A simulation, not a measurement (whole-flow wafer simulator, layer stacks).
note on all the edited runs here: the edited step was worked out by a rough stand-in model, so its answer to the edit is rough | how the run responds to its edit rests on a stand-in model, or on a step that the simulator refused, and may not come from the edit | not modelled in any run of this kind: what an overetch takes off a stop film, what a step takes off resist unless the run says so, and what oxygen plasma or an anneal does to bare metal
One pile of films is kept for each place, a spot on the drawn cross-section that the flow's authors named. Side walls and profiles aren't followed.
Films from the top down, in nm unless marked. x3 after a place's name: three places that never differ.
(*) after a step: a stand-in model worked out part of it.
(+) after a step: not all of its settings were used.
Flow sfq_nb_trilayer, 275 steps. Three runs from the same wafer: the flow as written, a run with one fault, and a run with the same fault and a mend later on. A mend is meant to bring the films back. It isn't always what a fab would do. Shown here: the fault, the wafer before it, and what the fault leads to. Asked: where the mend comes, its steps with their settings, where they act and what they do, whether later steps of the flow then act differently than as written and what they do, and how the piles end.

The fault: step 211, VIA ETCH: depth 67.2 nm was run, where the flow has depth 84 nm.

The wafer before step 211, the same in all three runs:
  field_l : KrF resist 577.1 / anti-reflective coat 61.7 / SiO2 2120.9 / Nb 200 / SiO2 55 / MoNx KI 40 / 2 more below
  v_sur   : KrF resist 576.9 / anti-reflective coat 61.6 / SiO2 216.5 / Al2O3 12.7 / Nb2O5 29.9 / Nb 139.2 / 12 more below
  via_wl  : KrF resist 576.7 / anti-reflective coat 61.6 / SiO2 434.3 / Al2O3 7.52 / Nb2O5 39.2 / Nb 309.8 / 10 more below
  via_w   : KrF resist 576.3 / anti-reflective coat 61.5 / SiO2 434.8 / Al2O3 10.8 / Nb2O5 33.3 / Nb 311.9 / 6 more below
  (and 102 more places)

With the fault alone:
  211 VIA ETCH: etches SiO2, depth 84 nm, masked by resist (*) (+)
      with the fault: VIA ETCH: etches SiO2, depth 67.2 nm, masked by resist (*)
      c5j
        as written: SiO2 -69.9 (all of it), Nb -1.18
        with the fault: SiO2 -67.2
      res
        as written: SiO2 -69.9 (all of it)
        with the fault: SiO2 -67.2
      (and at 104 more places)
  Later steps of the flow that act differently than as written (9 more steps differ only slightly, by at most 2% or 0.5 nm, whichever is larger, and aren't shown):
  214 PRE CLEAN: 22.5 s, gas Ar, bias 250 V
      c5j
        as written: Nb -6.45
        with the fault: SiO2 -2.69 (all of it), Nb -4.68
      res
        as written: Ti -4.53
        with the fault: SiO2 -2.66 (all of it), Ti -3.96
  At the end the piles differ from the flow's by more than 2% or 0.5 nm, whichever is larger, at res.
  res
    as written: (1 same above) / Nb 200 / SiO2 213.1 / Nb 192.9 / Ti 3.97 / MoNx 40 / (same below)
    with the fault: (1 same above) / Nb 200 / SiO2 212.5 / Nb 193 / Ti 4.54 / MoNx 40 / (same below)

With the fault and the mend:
  The mend comes after step 212.
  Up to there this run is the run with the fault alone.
  212a COAT: anti-reflective coat, thickness 62 nm (*) (the flow's step 204 once more)
      lsp_l, p4_fl x3, p4_w1 x9 and 52 more
        anti-reflective coat +62 (new film)
      field_r, ln_m5, lsp_m and 7 more
        anti-reflective coat +61.9 (new film)
      v_sur, via_wl
        anti-reflective coat +61.5 (new film)
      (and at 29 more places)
  212b COAT: KrF resist, thickness 650 nm (*) (the flow's step 205 once more)
      l0_sur, p4_fl x3, p4_w1 x9 and 35 more
        KrF resist +650 (new film)
      l0v, wl_b_m5, wl_b_sr and 13 more
        KrF resist +649.9 (new film)
      ln_m6, wl_j_sl, wl_j_sr
        KrF resist +650.2 (new film)
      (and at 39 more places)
  212c SOFTBAKE: KrF resist (the flow's step 206 once more)
      changes no film at any place that is followed
  212d EXPOSE: photomask C5, dose 11.94 mJ/cm2, NA 0.6, wavelength 248 nm (*) (the flow's step 207 once more)
      changes no film at any place that is followed
  212e PEB: KrF resist, 90 s (the flow's step 208 once more)
      field_l, sp_r, res and 81 more
        KrF resist -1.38
      v_sur, via_wl, via_w, via_wr, via_sp, be_sur, jj_sur
        KrF resist -1.37
      r5r_line_l, r5r_line_c, r5r_line_r
        KrF resist -1.34
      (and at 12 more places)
  212f DEVELOP: KrF resist, thickness 650 nm, 60 s (the flow's step 209 once more)
      field_l, v_sur, via_wl and 101 more
        KrF resist -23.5
      c5j
        KrF resist -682 (all of it)
      res
        KrF resist -651.3 (all of it)
  212g VIA ETCH: etches anti-reflective coat, depth 125 nm, masked by resist (+) (the flow's step 210 once more)
      field_l, v_sur, via_wl and 101 more
        KrF resist -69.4
      c5j
        anti-reflective coat -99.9 (all of it), SiO2 -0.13
      res
        anti-reflective coat -88.3 (all of it), SiO2 -0.18
  212h VIA ETCH: etches SiO2, depth 16.8 nm, masked by resist (*) (+) (the flow's step 211 once more, with other settings)
      field_l, v_sur, via_wl and 101 more
        KrF resist -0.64
      c5j
        SiO2 -2.57 (all of it), Nb -0.1
      res
        SiO2 -2.47 (all of it)
  212i STRIP: over-ash 65%, gas O2, power 200 W (*) (the flow's step 212 once more)
      p4_fl x3, p4_w1 x9, p4_g1 x2 and 33 more
        KrF resist -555 (all of it), anti-reflective coat -62 (all of it)
      wl_b_m5, wl_b_sr, wl_c_sl and 12 more
        KrF resist -554.9 (all of it), anti-reflective coat -62 (all of it)
      wl_j_sl, wl_j_sr
        KrF resist -555.2 (all of it), anti-reflective coat -60.2 (all of it)
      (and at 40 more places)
  No later step of the flow acts differently than as written, at any place that is followed, by more than 2% or 0.5 nm, whichever is larger.
  At the end the piles differ from the flow's only slightly at the places that both follow, by at most 2% or 0.5 nm, whichever is larger.
